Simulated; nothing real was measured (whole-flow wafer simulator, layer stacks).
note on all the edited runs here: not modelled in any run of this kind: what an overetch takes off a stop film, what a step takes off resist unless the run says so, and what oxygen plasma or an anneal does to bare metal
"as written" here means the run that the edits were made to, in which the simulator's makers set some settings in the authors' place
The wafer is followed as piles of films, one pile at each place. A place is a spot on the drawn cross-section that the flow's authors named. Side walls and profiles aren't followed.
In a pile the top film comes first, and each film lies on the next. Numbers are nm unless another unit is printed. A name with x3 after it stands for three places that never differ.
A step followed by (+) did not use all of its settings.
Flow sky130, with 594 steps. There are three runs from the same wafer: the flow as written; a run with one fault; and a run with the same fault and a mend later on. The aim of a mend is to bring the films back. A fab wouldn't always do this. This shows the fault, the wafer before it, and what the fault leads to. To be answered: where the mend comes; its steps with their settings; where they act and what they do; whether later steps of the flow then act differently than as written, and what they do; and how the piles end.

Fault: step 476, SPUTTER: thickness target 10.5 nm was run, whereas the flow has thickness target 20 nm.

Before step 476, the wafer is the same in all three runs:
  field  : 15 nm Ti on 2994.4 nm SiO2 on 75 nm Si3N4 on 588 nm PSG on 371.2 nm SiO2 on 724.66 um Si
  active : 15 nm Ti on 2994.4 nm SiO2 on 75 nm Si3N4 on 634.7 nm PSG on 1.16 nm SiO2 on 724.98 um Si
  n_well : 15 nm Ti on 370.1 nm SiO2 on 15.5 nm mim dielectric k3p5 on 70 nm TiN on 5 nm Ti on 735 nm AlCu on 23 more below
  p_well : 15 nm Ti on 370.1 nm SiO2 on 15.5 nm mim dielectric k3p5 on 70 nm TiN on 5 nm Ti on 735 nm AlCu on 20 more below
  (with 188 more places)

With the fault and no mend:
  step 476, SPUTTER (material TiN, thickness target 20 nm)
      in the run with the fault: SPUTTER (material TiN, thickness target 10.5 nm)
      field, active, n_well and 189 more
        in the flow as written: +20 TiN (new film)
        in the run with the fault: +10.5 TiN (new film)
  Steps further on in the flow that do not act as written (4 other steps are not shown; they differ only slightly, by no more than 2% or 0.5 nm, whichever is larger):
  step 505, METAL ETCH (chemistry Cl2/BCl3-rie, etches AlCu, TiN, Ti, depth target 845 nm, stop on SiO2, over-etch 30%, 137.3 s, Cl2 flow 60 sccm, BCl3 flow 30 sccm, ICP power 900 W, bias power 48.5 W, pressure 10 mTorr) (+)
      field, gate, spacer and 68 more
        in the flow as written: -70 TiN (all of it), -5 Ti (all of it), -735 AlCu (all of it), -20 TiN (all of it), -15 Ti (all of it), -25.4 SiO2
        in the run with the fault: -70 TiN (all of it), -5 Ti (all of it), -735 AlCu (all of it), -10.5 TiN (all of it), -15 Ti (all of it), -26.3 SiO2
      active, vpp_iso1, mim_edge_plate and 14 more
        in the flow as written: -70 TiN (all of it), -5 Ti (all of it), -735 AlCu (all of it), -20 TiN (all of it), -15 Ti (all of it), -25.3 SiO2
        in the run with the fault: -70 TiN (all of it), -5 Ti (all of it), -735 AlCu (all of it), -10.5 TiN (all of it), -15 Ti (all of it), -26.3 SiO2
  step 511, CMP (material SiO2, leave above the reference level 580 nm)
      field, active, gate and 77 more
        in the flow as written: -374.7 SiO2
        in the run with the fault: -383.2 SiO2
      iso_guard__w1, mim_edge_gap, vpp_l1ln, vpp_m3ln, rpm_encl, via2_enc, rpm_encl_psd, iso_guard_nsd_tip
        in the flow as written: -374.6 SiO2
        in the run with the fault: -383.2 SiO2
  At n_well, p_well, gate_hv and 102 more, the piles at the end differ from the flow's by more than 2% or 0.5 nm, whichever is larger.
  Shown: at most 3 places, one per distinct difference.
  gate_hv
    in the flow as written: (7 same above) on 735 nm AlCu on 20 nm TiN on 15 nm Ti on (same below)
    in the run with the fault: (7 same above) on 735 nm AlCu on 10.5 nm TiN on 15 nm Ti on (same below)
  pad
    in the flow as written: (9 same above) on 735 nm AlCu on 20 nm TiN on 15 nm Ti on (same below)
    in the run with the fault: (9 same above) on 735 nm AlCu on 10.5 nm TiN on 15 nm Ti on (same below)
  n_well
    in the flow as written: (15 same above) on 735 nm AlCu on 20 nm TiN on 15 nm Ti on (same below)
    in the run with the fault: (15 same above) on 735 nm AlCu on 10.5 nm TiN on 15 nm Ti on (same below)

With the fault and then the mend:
  After step 476 comes the mend.
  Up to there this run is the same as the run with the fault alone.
  step 476a, SPUTTER (material TiN, thickness target 9.5 nm) (a further turn of the flow's step 476, with different settings)
      field, active, n_well and 189 more
        +9.5 TiN
  None of the later steps of the flow acts differently than as written at any place that is followed.
  The piles end the same as the flow's at every place that both follow.
